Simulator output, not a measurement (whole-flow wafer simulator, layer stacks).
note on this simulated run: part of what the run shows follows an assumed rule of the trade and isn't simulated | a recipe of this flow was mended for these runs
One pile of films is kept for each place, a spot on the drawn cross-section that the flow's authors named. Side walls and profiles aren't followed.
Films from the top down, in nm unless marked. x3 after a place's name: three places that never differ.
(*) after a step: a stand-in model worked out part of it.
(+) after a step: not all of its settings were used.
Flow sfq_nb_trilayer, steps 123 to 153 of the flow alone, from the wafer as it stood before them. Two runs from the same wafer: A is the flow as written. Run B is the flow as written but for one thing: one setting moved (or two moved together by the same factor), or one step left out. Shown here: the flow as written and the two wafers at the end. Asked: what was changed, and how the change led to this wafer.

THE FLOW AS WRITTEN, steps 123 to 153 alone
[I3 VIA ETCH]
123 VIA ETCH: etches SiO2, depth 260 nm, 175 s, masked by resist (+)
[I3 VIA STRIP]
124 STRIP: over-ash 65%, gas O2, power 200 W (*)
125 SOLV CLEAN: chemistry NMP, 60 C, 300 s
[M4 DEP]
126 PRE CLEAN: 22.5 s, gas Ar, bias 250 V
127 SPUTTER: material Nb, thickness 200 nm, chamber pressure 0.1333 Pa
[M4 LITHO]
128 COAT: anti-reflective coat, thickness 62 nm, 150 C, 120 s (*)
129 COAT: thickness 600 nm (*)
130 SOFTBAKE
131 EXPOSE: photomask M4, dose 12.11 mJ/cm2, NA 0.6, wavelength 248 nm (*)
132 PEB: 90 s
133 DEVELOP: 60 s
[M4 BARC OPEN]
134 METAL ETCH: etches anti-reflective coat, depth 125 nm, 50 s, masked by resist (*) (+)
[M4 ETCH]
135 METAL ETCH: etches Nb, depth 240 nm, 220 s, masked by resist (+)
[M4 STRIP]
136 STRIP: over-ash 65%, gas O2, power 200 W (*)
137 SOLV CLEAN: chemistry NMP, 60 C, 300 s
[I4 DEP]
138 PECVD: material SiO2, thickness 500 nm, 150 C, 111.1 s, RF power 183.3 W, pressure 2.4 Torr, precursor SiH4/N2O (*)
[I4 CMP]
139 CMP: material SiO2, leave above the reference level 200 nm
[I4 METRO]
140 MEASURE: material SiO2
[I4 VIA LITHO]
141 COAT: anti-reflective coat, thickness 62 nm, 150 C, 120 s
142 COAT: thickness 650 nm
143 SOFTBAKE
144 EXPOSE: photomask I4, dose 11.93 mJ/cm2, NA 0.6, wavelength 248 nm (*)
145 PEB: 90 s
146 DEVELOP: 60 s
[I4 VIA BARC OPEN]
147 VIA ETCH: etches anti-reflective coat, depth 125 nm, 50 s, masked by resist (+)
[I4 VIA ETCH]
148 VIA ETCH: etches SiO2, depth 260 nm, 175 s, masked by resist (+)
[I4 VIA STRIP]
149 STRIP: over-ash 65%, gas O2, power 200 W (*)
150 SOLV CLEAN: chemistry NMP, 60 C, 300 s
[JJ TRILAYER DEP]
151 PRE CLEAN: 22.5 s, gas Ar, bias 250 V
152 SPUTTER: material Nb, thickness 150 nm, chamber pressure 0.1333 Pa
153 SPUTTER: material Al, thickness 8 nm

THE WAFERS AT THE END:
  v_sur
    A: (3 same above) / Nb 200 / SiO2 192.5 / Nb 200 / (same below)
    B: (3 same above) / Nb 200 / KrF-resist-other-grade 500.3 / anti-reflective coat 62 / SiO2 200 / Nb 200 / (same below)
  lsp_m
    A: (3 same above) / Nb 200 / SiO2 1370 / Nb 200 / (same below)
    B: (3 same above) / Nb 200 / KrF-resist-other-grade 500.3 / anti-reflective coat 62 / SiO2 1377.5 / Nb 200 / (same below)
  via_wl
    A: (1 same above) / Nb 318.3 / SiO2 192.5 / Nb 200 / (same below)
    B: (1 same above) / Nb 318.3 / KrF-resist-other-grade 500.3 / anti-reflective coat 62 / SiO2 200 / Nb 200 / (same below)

The cause: step 124, STRIP: over-ash 65%, gas O2, power 200 W (*), was left out.

How the change led to this, step by step:
  126 PRE CLEAN: 22.5 s, gas Ar, bias 250 V
      field_l, v_sur, via_wl and 102 more: A SiO2 -7.5 | B KrF-resist-other-grade -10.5
  127 SPUTTER: material Nb, thickness 200 nm, chamber pressure 0.1333 Pa
      via_v: A Nb +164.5 | B Nb +80.7
  128 COAT: anti-reflective coat, thickness 62 nm, 150 C, 120 s (*)
      v_sur: A anti-reflective coat +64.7 (new film) | B anti-reflective coat +62.3 (new film)
      via_wl: A anti-reflective coat +67.6 (new film) | B anti-reflective coat +63.7 (new film)
      (and at 8 more places)
  129 COAT: thickness 600 nm (*)
      via_sp: A KrF-resist-other-grade +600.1 (new film) | B KrF-resist-other-grade +564.8 (new film)
      via_v: A KrF-resist-other-grade +739.4 (new film) | B KrF-resist-other-grade +1227.9 (new film)
      (and at 1 more place)
  132 PEB: 90 s
      via_v: A KrF-resist-other-grade -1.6 | B KrF-resist-other-grade -3.23
  134 METAL ETCH: etches anti-reflective coat, depth 125 nm, 50 s, masked by resist (*) (+)
      be: A anti-reflective coat -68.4 (all of it) | B anti-reflective coat -60.7 (all of it)
      be_sur: A anti-reflective coat -70.3 (all of it) | B anti-reflective coat -64.9 (all of it)
      (and at 1 more place)
  135 METAL ETCH: etches Nb, depth 240 nm, 220 s, masked by resist (+)
      field_l, be, be_sur and 64 more: A Nb -200 (all of it), SiO2 -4 | B Nb -200 (all of it), KrF-resist-other-grade -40
  136 STRIP: over-ash 65%, gas O2, power 200 W (*)
      field_l, be, be_sur and 64 more: A nothing | B KrF-resist-other-grade -460.3 (all of it), anti-reflective coat -62 (all of it)
      v_sur: A KrF-resist-other-grade -360.6 (all of it), anti-reflective coat -64.7 (all of it) | B KrF-resist-other-grade -355.8 (all of it), anti-reflective coat -62.3 (all of it)
      (and at 6 more places)
  138 PECVD: material SiO2, thickness 500 nm, 150 C, 111.1 s, RF power 183.3 W, pressure 2.4 Torr, precursor SiH4/N2O (*)
      via_v: A SiO2 +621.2 (new film) | B SiO2 +200.5 (new film), void +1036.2 (new film), SiO2 +156.4 (new film)
      p3_s0, p3_s1, p3_s2, p3_s3, p3_s4, p3_s5: A SiO2 +561.1 | B SiO2 +500
      (and at 3 more places)
  139 CMP: material SiO2, leave above the reference level 200 nm
      field_l, be, be_sur and 55 more: A SiO2 -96 | B nothing
      p3_s0, p3_s1, p3_s2, p3_s3, p3_s4, p3_s5: A SiO2 -157.1 | B nothing
      (and at 4 more places)
  141 COAT: anti-reflective coat, thickness 62 nm, 150 C, 120 s
      m0r_line_l x3, m0r_line_r x3: A anti-reflective coat +62 (new film) | B anti-reflective coat +15.8 (new film)
      m0r_space_l, m0r_space_r, m6r_space_l x2, m6r_space_r x2: A anti-reflective coat +62 (new film) | B anti-reflective coat +171.6 (new film)
      (and at 86 more places)
  142 COAT: thickness 650 nm
      p3_fr, m0r_line_l x3, m0r_line_r x3: A KrF-resist-other-grade +650 (new film) | B KrF-resist-other-grade +899.2 (new film)
      m0r_space_l, m0r_space_r, m6r_space_l x2, m6r_space_r x2: A KrF-resist-other-grade +650 (new film) | B KrF-resist-other-grade +768.4 (new film)
      (and at 85 more places)
  145 PEB: 90 s
      p3_fr, m0r_line_l x3, m0r_line_r x3: A KrF-resist-other-grade -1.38 | B KrF-resist-other-grade -2.02
      p3_s1, p3_s2, p3_s3: A KrF-resist-other-grade -1.38 | B KrF-resist-other-grade -2.18
      (and at 8 more places)
  146 DEVELOP: 60 s
      via_wl: A KrF-resist-other-grade -648.6 (all of it) | B KrF-resist-other-grade -529 (all of it)
      via_w: A KrF-resist-other-grade -648.6 (all of it) | B KrF-resist-other-grade -537 (all of it)
      (and at 1 more place)
  147 VIA ETCH: etches anti-reflective coat, depth 125 nm, 50 s, masked by resist (+)
      via_wl: A anti-reflective coat -62 (all of it), SiO2 -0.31 | B anti-reflective coat -32.1 (all of it), SiO2 -0.46
      via_w: A anti-reflective coat -62 (all of it), SiO2 -0.31 | B anti-reflective coat -31.9 (all of it), SiO2 -0.47
      (and at 1 more place)
  149 STRIP: over-ash 65%, gas O2, power 200 W (*)
      m0r_line_l x3, m0r_line_r x3: A KrF-resist-other-grade -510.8 (all of it), anti-reflective coat -62 (all of it) | B KrF-resist-other-grade -759.4 (all of it), anti-reflective coat -15.8 (all of it)
      m0r_space_l, m0r_space_r, m6r_space_l x2, m6r_space_r x2: A KrF-resist-other-grade -510.8 (all of it), anti-reflective coat -62 (all of it) | B KrF-resist-other-grade -628.9 (all of it), anti-reflective coat -171.6 (all of it)
      (and at 83 more places)
  ... 1 more step ...
  153 SPUTTER: material Al, thickness 8 nm
      p3_s0, p3_s1, p3_s2, p3_s3, p3_s4, p3_s5: A Al +8 (new film) | B Al +470.2 (new film)
      lsp_r, l0_sur, l0v: A Al +8 (new film) | B Al +6.8 (new film)
      (and at 5 more places)
